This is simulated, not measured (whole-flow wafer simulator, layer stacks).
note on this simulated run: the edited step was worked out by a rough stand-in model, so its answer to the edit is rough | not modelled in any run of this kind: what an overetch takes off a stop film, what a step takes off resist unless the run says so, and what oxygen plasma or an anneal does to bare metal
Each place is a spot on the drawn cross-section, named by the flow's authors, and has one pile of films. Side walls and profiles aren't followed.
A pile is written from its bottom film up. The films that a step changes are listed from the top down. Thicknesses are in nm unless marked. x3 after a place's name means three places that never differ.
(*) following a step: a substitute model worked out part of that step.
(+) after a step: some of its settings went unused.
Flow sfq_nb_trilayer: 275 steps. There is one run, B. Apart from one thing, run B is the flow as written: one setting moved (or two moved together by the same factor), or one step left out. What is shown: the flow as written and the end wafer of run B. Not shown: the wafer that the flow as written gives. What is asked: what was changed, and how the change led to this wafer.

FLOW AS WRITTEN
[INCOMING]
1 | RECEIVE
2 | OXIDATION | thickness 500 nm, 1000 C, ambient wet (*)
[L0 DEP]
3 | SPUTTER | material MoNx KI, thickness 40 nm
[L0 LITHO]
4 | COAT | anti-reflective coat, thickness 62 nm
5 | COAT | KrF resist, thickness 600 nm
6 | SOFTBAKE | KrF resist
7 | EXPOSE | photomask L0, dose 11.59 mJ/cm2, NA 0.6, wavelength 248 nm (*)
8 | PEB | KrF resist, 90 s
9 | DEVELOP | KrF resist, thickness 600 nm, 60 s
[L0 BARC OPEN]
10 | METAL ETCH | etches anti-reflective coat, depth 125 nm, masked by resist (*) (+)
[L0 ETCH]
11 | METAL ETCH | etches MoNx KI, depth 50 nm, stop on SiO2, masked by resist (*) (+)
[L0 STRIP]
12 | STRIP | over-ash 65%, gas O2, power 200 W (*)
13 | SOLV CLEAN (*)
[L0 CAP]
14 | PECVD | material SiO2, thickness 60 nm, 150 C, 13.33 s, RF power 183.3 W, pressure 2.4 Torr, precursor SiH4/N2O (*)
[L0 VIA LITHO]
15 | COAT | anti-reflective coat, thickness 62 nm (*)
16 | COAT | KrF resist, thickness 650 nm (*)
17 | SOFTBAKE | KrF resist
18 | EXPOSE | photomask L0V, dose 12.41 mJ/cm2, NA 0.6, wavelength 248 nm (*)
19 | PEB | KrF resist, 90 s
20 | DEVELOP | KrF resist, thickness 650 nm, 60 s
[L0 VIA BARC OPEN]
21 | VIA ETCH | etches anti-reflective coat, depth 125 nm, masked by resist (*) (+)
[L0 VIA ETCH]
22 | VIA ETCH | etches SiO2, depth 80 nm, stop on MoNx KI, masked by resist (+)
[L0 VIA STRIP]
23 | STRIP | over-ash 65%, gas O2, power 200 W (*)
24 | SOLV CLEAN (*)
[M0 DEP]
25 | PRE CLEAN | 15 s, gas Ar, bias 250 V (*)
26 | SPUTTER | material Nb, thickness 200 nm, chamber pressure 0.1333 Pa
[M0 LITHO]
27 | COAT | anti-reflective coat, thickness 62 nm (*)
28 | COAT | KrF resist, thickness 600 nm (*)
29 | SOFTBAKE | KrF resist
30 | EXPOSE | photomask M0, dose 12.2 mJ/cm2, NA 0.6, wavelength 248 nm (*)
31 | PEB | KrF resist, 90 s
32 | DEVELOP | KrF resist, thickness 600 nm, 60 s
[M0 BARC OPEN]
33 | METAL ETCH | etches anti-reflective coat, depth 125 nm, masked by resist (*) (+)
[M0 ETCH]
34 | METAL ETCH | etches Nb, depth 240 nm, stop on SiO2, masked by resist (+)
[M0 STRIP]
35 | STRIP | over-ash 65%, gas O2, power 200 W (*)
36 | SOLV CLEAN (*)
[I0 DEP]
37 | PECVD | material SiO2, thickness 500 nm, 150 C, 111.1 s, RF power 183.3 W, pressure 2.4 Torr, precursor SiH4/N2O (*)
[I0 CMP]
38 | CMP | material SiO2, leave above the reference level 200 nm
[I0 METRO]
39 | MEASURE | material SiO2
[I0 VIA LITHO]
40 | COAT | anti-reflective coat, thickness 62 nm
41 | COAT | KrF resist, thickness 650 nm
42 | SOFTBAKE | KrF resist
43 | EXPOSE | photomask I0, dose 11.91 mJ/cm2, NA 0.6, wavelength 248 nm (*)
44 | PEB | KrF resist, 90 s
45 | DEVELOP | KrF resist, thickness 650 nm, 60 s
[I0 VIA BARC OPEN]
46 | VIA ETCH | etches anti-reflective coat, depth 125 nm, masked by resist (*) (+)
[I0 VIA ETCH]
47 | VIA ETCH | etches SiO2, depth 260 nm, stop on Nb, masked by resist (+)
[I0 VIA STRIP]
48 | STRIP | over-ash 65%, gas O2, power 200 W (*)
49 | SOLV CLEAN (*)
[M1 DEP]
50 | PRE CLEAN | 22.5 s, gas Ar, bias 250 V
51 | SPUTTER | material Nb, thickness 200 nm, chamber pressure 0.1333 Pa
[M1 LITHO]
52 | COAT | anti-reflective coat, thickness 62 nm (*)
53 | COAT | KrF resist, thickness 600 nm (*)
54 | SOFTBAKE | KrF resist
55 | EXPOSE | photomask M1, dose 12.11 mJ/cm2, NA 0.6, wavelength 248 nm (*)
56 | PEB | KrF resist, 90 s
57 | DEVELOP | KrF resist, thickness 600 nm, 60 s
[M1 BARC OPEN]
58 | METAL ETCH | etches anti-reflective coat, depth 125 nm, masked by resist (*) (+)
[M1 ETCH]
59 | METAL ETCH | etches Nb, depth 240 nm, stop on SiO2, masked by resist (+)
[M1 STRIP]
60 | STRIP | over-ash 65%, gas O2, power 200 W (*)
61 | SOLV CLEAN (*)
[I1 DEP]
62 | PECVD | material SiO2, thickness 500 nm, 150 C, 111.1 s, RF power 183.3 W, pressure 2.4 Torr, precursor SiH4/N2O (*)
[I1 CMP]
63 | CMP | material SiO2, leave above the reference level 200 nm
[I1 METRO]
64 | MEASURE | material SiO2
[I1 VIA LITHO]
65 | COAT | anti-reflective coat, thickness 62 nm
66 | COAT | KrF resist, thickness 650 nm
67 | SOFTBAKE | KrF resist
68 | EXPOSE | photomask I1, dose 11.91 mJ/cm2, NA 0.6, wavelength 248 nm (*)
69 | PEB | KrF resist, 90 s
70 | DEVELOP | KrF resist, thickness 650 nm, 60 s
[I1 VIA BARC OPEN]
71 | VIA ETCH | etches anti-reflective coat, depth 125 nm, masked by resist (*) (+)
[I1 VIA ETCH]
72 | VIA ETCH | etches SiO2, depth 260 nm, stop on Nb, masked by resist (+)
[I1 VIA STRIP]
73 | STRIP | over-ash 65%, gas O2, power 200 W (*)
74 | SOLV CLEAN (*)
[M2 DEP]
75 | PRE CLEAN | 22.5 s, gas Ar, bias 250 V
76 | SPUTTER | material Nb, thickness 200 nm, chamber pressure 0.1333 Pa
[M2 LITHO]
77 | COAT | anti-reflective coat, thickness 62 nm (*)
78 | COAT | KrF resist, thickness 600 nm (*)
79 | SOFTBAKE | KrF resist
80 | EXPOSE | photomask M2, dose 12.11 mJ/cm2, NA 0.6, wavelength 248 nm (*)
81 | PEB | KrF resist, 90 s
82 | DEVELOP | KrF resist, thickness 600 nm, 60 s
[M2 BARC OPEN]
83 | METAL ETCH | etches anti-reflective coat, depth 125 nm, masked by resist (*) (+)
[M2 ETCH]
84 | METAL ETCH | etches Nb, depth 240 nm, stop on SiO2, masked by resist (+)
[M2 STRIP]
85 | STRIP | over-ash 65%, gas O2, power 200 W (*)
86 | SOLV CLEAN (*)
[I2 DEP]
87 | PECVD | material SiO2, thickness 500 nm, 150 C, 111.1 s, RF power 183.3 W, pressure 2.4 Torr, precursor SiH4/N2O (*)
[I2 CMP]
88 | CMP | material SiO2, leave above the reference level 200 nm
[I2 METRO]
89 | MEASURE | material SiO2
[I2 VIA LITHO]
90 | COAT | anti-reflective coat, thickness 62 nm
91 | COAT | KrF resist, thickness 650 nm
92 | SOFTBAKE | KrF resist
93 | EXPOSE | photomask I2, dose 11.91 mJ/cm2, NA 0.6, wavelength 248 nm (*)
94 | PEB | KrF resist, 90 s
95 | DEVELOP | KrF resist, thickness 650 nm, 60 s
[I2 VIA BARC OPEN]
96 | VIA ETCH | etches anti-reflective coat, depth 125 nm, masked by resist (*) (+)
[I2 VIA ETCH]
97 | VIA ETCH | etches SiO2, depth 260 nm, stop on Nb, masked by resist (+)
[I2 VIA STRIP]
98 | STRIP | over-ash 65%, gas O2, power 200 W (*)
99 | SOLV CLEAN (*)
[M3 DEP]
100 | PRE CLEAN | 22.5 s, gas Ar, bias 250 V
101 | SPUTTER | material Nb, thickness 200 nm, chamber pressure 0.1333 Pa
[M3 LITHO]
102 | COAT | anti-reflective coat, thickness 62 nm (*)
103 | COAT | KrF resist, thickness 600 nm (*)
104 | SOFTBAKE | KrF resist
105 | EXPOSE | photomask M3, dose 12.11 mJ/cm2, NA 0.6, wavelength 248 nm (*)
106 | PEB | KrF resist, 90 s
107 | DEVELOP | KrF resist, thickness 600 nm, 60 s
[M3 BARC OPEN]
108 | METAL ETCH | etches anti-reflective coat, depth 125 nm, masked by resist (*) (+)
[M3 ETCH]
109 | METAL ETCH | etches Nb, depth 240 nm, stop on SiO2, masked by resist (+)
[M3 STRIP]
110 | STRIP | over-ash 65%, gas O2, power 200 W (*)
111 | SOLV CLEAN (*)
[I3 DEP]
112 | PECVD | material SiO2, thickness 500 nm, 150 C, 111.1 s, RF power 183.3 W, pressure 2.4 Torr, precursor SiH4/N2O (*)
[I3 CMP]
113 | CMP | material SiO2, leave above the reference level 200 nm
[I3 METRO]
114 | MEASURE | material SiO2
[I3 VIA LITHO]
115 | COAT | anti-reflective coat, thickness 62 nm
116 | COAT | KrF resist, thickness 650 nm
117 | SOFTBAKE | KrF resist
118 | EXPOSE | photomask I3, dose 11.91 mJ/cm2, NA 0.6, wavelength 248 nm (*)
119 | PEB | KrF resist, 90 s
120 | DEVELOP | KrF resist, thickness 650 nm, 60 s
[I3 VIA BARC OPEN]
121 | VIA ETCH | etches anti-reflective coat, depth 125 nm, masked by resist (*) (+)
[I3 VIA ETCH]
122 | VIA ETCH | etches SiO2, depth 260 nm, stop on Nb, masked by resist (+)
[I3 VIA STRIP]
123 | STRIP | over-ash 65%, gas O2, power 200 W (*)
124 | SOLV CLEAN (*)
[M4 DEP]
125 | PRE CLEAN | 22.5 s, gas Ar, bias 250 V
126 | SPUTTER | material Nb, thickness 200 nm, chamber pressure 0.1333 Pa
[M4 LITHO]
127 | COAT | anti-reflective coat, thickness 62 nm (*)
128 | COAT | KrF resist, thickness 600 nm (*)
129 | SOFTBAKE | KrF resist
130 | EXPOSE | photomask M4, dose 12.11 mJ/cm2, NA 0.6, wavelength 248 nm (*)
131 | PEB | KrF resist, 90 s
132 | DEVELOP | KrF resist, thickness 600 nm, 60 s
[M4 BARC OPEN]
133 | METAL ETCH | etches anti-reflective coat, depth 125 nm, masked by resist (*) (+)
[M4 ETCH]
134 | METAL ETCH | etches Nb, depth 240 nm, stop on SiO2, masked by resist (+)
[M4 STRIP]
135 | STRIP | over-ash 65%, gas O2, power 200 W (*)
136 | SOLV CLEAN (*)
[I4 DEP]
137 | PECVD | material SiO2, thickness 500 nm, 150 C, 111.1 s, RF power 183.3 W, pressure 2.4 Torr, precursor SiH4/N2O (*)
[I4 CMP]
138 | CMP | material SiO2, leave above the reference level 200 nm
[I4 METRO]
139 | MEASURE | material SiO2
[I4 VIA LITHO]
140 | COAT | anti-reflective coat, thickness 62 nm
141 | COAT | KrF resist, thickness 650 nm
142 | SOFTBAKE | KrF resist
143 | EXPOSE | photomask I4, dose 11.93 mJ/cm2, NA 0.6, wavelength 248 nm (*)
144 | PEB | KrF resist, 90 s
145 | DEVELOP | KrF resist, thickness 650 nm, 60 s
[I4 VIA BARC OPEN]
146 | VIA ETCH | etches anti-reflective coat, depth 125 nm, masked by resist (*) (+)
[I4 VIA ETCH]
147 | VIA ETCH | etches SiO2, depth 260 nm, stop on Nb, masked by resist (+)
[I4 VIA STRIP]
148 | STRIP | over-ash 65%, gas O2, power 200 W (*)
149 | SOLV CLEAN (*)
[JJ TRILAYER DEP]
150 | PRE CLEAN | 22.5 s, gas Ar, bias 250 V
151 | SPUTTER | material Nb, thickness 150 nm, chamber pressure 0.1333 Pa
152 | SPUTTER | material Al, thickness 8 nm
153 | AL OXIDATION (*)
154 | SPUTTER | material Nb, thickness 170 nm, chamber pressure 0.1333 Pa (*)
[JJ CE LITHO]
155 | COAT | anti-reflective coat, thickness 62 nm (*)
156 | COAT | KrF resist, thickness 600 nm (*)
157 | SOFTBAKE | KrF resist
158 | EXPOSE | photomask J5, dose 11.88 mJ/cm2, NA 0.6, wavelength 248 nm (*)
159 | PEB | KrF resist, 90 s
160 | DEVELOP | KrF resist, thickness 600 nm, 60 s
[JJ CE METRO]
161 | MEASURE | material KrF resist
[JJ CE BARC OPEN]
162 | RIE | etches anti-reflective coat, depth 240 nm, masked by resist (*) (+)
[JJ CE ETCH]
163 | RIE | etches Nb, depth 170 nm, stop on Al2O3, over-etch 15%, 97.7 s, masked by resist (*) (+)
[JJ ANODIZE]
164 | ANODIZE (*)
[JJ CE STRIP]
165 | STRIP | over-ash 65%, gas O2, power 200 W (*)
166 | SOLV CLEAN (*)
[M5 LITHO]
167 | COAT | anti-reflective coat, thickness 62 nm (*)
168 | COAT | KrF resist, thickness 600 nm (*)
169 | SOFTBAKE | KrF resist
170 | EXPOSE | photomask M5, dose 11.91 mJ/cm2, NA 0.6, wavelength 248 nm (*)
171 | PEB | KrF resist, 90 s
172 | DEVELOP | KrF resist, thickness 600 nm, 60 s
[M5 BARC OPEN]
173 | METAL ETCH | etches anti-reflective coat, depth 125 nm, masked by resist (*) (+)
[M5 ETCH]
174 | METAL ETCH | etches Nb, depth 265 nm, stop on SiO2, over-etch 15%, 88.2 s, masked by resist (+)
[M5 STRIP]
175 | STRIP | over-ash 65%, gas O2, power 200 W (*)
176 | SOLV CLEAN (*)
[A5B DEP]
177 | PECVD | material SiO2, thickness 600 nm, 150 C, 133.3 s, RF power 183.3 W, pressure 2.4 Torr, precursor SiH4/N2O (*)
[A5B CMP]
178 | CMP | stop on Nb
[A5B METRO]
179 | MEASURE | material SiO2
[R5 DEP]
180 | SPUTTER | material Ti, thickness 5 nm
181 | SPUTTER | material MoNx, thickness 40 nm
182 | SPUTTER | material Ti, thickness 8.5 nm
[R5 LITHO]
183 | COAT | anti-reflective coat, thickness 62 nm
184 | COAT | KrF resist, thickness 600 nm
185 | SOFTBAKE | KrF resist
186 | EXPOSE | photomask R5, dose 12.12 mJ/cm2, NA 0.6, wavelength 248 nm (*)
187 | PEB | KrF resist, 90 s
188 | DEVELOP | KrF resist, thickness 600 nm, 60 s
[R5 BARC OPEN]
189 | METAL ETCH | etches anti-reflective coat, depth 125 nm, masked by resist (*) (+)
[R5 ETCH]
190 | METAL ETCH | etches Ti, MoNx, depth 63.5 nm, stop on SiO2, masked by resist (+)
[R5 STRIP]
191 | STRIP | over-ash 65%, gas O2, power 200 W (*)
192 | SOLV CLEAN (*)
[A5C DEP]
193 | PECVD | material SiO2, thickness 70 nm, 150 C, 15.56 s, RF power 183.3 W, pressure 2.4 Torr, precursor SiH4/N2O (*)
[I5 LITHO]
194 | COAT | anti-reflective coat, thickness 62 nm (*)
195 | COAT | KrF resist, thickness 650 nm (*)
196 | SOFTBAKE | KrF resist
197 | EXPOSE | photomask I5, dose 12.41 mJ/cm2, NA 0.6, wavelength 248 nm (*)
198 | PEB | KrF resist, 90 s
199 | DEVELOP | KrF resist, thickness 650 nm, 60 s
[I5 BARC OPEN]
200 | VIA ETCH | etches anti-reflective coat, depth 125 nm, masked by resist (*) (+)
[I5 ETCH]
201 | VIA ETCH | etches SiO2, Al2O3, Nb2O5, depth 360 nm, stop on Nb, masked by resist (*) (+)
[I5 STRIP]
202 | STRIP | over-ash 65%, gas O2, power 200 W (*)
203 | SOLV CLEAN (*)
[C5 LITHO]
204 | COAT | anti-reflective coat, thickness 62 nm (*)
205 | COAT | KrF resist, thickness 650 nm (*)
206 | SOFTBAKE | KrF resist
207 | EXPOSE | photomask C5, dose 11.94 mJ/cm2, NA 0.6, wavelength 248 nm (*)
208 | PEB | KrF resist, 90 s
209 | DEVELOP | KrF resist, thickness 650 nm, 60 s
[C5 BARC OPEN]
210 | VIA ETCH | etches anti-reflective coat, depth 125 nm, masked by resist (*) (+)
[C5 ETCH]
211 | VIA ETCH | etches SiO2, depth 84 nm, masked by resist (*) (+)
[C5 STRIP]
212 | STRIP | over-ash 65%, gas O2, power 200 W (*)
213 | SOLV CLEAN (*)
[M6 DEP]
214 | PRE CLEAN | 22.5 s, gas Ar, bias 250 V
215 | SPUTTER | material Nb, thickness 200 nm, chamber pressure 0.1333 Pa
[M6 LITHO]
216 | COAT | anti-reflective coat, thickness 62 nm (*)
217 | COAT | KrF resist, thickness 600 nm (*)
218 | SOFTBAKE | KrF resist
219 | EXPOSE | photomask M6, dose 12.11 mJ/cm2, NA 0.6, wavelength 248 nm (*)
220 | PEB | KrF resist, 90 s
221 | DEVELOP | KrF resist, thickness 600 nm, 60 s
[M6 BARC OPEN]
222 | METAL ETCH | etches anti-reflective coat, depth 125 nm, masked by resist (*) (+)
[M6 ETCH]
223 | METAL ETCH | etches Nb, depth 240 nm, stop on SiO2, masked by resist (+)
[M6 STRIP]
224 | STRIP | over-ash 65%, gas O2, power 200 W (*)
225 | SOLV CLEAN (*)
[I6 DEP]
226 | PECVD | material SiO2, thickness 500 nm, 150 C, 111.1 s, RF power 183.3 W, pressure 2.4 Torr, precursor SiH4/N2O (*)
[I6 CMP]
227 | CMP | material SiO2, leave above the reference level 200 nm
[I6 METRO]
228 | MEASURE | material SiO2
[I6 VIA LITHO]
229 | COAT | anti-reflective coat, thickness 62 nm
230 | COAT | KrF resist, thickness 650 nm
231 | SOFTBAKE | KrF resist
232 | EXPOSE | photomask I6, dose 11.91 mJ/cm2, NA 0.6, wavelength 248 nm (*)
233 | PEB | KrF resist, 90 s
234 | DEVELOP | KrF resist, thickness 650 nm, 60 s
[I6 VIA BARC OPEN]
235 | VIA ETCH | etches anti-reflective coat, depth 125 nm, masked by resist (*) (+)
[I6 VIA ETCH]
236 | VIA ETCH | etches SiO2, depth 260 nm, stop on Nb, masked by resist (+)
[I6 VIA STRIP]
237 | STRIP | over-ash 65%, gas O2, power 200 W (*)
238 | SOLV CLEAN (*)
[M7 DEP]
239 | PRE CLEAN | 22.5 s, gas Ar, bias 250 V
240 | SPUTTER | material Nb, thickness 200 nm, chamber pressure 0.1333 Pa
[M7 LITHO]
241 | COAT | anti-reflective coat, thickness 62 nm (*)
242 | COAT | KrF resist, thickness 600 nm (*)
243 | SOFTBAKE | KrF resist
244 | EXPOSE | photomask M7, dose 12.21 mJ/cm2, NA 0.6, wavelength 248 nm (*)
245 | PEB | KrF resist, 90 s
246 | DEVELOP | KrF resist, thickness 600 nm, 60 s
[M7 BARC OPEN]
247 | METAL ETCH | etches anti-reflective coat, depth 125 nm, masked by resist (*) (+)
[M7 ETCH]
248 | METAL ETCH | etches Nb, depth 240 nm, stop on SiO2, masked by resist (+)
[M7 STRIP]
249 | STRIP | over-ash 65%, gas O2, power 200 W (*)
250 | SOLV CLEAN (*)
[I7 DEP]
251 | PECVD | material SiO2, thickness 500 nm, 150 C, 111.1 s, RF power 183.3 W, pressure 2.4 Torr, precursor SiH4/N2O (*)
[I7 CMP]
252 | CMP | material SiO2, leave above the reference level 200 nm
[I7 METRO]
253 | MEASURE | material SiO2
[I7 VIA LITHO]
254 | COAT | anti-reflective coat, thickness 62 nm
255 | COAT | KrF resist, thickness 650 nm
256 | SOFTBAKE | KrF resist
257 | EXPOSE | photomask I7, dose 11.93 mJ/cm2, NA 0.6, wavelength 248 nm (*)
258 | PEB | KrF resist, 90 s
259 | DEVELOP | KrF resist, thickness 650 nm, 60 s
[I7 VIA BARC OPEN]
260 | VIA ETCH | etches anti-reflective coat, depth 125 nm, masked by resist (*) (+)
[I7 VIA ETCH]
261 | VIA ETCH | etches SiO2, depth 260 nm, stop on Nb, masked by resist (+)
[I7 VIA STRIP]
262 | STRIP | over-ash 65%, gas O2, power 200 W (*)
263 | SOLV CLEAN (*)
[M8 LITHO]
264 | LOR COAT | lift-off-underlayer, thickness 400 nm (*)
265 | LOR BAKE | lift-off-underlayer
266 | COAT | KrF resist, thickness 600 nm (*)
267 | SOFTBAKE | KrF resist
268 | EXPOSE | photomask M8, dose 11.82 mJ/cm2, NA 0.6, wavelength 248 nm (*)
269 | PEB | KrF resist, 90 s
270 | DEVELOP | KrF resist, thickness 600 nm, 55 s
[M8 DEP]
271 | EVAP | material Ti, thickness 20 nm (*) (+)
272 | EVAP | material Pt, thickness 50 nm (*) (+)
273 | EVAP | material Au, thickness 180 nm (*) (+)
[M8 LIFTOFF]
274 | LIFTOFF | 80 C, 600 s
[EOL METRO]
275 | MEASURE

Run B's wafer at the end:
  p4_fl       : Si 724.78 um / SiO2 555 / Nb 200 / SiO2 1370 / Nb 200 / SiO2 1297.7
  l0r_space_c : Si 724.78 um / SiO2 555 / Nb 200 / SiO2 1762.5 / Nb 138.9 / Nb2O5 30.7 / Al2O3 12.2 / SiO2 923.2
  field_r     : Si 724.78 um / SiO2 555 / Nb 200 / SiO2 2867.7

Cause: step 154, SPUTTER: thickness 91.8 nm was run, though the flow has thickness 170 nm.

The path from the change to this, step by step:
  154 | SPUTTER | material Nb, thickness 170 nm, chamber pressure 0.1333 Pa (*)
      field_l, v_sur, via_sp and 100 more: Nb gains 91.8 (new film) (it would be, as written: Nb gains 170 (new film))
      via_wl, via_wr: Nb gains 75.8 (new film) (it would be, as written: Nb gains 140.7 (new film))
      (also at 1 further place)
  155 | COAT | anti-reflective coat, thickness 62 nm (*)
      via_wl, via_wr: anti-reflective coat gains 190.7 (new film) (it would be, as written: anti-reflective coat gains 209.4 (new film))
      via_w: anti-reflective coat gains 91.8 (new film) (it would be, as written: anti-reflective coat gains 97.4 (new film))
  162 | RIE | etches anti-reflective coat, depth 240 nm, masked by resist (*) (+)
      ce_l, c5j, ce_r, wl_jj: KrF resist loses 190.7 (it would be, as written: KrF resist loses 209.4)
      via_wl, via_wr: anti-reflective coat loses 190.7 (all of it) (it would be, as written: anti-reflective coat loses 209.4 (all of it))
      (also at 1 further place)
  163 | RIE | etches Nb, depth 170 nm, stop on Al2O3, over-etch 15%, 97.7 s, masked by resist (*) (+)
      field_l, v_sur, via_sp and 96 more: Nb loses 91.8 (all of it), Al2O3 loses 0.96 (all of it) (it would be, as written: Nb loses 170 (all of it), Al2O3 loses 0.51)
      via_wl, via_wr: Nb loses 75.8 (all of it), Al2O3 loses 0.96 (all of it) (it would be, as written: Nb loses 140.7 (all of it), Al2O3 loses 0.96 (all of it))
      (also at 1 further place)
  164 | ANODIZE (*)
      field_l, v_sur, via_sp and 96 more: Al2O3 gains 12.2 (new film), Nb2O5 gains 30.7 (new film), Al loses 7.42 (all of it), Nb loses 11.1 (it would be, as written: Al2O3 gains 12.2, Nb2O5 gains 29.9 (new film), Al loses 7.42 (all of it), Nb loses 10.8)
  165 | STRIP | over-ash 65%, gas O2, power 200 W (*)
      ce_l: KrF resist loses 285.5 (all of it), anti-reflective coat loses 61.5 (all of it) (it would be, as written: KrF resist loses 266.8 (all of it), anti-reflective coat loses 61.4 (all of it))
      c5j: KrF resist loses 285.6 (all of it), anti-reflective coat loses 61.5 (all of it) (it would be, as written: KrF resist loses 266.9 (all of it), anti-reflective coat loses 61.5 (all of it))
      (also at 2 further places)
  167 | COAT | anti-reflective coat, thickness 62 nm (*)
      wl_j_sl, wl_j_sr: anti-reflective coat gains 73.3 (new film) (it would be, as written: anti-reflective coat gains 83.3 (new film))
      gap: anti-reflective coat gains 61.1 (new film) (it would be, as written: anti-reflective coat gains 58.9 (new film))
      (also at 8 further places)
  168 | COAT | KrF resist, thickness 600 nm (*)
      ce_l: KrF resist gains 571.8 (new film) (it would be, as written: KrF resist gains 528.3 (new film))
      c5j: KrF resist gains 557.7 (new film) (it would be, as written: KrF resist gains 507.6 (new film))
      (also at 2 further places)
  173 | METAL ETCH | etches anti-reflective coat, depth 125 nm, masked by resist (*) (+)
      wl_a_sl: anti-reflective coat loses 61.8 (all of it) (it would be, as written: anti-reflective coat loses 59.7 (all of it), Al2O3 loses 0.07)
  174 | METAL ETCH | etches Nb, depth 265 nm, stop on SiO2, over-etch 15%, 88.2 s, masked by resist (+)
      field_l, r_sur, res and 50 more: Al2O3 loses 12.2 (all of it), Nb2O5 loses 30.7 (all of it), Nb loses 138.9 (all of it), SiO2 loses 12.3 (it would be, as written: Al2O3 loses 12.6 (all of it), Nb2O5 loses 29.9 (all of it), Nb loses 139.2 (all of it), SiO2 loses 12.3)
  175 | STRIP | over-ash 65%, gas O2, power 200 W (*)
      wl_j_sl, wl_j_sr: KrF resist loses 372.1 (all of it), anti-reflective coat loses 73.3 (all of it) (it would be, as written: KrF resist loses 378 (all of it), anti-reflective coat loses 83.3 (all of it))
      gap: KrF resist loses 374.6 (all of it), anti-reflective coat loses 61.1 (all of it) (it would be, as written: KrF resist loses 383.4 (all of it), anti-reflective coat loses 58.9 (all of it))
      (also at 7 further places)
  178 | CMP | stop on Nb
      v_sur, via_sp, via_v and 43 more: SiO2 loses 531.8 (it would be, as written: SiO2 loses 453.5)
      field_l, p4_fl, p4_fm and 39 more: SiO2 loses 337.5 (it would be, as written: SiO2 loses 259.3)
      (also at 14 further places)
  201 | VIA ETCH | etches SiO2, Al2O3, Nb2O5, depth 360 nm, stop on Nb, masked by resist (*) (+)
      be: SiO2 loses 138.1 (all of it), Al2O3 loses 12.2 (all of it), Nb2O5 loses 30.7 (all of it) (it would be, as written: SiO2 loses 216.4 (all of it), Al2O3 loses 12.7 (all of it), Nb2O5 loses 29.9 (all of it))
  204 | COAT | anti-reflective coat, thickness 62 nm (*)
      wire: anti-reflective coat gains 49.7 (new film) (it would be, as written: anti-reflective coat gains 47.4 (new film))
      be: anti-reflective coat gains 110.7 (new film) (it would be, as written: anti-reflective coat gains 122.2 (new film))
      (also at 1 further place)
  205 | COAT | KrF resist, thickness 650 nm (*)
      be: KrF resist gains 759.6 (new film) (it would be, as written: KrF resist gains 815.3 (new film))
  212 | STRIP | over-ash 65%, gas O2, power 200 W (*)
      wire: KrF resist loses 560.2 (all of it), anti-reflective coat loses 49.7 (all of it) (it would be, as written: KrF resist loses 555.8 (all of it), anti-reflective coat loses 47.4 (all of it))
      be: KrF resist loses 672.4 (all of it), anti-reflective coat loses 110.7 (all of it) (it would be, as written: KrF resist loses 728.2 (all of it), anti-reflective coat loses 122.2 (all of it))
      (also at 1 further place)
  ... another 4 steps ...
  226 | PECVD | material SiO2, thickness 500 nm, 150 C, 111.1 s, RF power 183.3 W, pressure 2.4 Torr, precursor SiH4/N2O (*)
      be: SiO2 gains 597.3 (new film) (it would be, as written: SiO2 gains 693.5 (new film))
